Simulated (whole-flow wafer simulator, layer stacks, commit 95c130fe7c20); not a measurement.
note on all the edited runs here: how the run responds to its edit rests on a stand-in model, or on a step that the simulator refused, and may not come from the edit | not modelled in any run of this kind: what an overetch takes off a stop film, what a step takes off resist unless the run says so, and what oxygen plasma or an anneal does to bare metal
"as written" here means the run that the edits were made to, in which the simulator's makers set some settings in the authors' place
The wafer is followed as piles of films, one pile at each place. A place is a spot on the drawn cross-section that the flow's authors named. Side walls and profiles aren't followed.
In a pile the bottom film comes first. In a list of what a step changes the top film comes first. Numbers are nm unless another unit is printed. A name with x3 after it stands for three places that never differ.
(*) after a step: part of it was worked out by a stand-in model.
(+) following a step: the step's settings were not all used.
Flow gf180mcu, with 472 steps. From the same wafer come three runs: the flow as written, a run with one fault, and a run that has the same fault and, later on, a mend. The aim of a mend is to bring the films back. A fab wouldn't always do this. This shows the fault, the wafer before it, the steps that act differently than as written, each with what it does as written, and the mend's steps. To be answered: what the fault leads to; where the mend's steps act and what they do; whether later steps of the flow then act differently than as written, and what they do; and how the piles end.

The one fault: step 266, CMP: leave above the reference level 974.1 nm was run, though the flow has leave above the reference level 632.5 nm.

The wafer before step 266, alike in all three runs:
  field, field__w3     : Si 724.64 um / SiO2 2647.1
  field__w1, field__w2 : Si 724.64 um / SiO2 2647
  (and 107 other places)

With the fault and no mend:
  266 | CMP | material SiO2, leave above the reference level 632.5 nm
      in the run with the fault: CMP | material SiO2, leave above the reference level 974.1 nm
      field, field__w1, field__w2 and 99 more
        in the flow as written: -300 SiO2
        in the run with the fault: nothing
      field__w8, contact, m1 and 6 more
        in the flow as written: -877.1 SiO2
        in the run with the fault: -535.5 SiO2
  Steps further on in the flow that do not act as written (6 more steps, not shown, differ only slightly: by at most 2% or 0.5 nm, whichever is larger):
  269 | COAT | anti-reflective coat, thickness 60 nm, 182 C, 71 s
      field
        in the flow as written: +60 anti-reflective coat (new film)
        in the run with the fault: +76.6 anti-reflective coat (new film)
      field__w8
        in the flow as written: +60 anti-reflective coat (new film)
        in the run with the fault: +36.6 anti-reflective coat (new film)
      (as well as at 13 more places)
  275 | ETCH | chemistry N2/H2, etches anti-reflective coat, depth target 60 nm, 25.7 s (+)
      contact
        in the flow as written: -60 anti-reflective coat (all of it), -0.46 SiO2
        in the run with the fault: -38.1 anti-reflective coat (all of it), -1.02 SiO2
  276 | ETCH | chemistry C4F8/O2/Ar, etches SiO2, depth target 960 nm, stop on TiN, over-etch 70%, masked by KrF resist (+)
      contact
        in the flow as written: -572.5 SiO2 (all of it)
        in the run with the fault: -913.5 SiO2 (all of it)
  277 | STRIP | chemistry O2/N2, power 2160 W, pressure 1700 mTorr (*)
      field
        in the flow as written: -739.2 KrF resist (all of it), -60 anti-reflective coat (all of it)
        in the run with the fault: -731 KrF resist (all of it), -76.6 anti-reflective coat (all of it)
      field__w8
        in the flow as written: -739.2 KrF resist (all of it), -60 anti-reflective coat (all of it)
        in the run with the fault: -735.1 KrF resist (all of it), -36.6 anti-reflective coat (all of it)
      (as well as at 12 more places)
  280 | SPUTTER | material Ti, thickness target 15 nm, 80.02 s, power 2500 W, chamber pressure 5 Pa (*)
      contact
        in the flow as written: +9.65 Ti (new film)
        in the run with the fault: +8.11 Ti (new film)
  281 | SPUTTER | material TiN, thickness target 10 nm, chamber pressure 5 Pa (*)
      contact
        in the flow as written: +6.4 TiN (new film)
        in the run with the fault: +5.38 TiN (new film)
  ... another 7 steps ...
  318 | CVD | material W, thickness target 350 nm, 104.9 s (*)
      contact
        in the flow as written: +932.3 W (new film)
        in the run with the fault: +972.4 W (new film)
  At field, field__w1, field__w2 and 109 more, the piles at the end differ from the flow's by more than 2% or 0.5 nm, whichever is larger.
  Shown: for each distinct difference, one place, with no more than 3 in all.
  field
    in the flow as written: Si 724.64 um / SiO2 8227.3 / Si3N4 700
    in the run with the fault: Si 724.64 um / SiO2 8567.3 / Si3N4 700
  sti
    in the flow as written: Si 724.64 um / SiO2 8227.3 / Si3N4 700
    in the run with the fault: Si 724.64 um / SiO2 8567.2 / Si3N4 700
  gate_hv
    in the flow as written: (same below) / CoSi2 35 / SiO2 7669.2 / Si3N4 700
    in the run with the fault: (same below) / CoSi2 35 / SiO2 8009.1 / Si3N4 700

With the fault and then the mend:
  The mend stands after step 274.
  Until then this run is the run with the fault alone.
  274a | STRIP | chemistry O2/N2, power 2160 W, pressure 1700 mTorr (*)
      iso_ptap_pw, iso_ntap_nw, iso_nw_fld and 33 more
        -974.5 KrF resist (all of it), -60 anti-reflective coat (all of it)
      field__w6, field_sub, field_sub__w1 and 17 more
        -974.9 KrF resist (all of it), -60.1 anti-reflective coat (all of it)
      field__w2, field__w3, field__w7 and 10 more
        -975 KrF resist (all of it), -60.1 anti-reflective coat (all of it)
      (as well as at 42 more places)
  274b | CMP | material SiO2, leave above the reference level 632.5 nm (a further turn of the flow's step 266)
      field, field__w1, field__w2 and 99 more
        -300 SiO2
      field__w8, contact, m1 and 6 more
        -341.6 SiO2
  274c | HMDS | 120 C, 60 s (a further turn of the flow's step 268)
      alters no film at any place that is followed
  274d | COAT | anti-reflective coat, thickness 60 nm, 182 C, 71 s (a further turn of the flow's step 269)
      field, field__w1, field__w2 and 108 more
        +60 anti-reflective coat (new film)
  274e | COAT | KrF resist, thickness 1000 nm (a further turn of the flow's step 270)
      field, field__w1, field__w2 and 108 more
        +1000 KrF resist (new film)
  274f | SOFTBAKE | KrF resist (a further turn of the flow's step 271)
      alters no film at any place that is followed
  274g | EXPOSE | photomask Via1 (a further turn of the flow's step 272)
      alters no film at any place that is followed
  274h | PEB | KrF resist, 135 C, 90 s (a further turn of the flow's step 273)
      field, field__w1, field__w2 and 108 more
        -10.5 KrF resist
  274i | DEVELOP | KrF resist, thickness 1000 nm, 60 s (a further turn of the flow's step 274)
      field, field__w1, field__w2 and 107 more
        -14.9 KrF resist
      contact
        -989.5 KrF resist (all of it)
  Later steps of the flow that are run all act as written at every place that is followed.
  At every place that both follow, the piles at the end match the flow's.
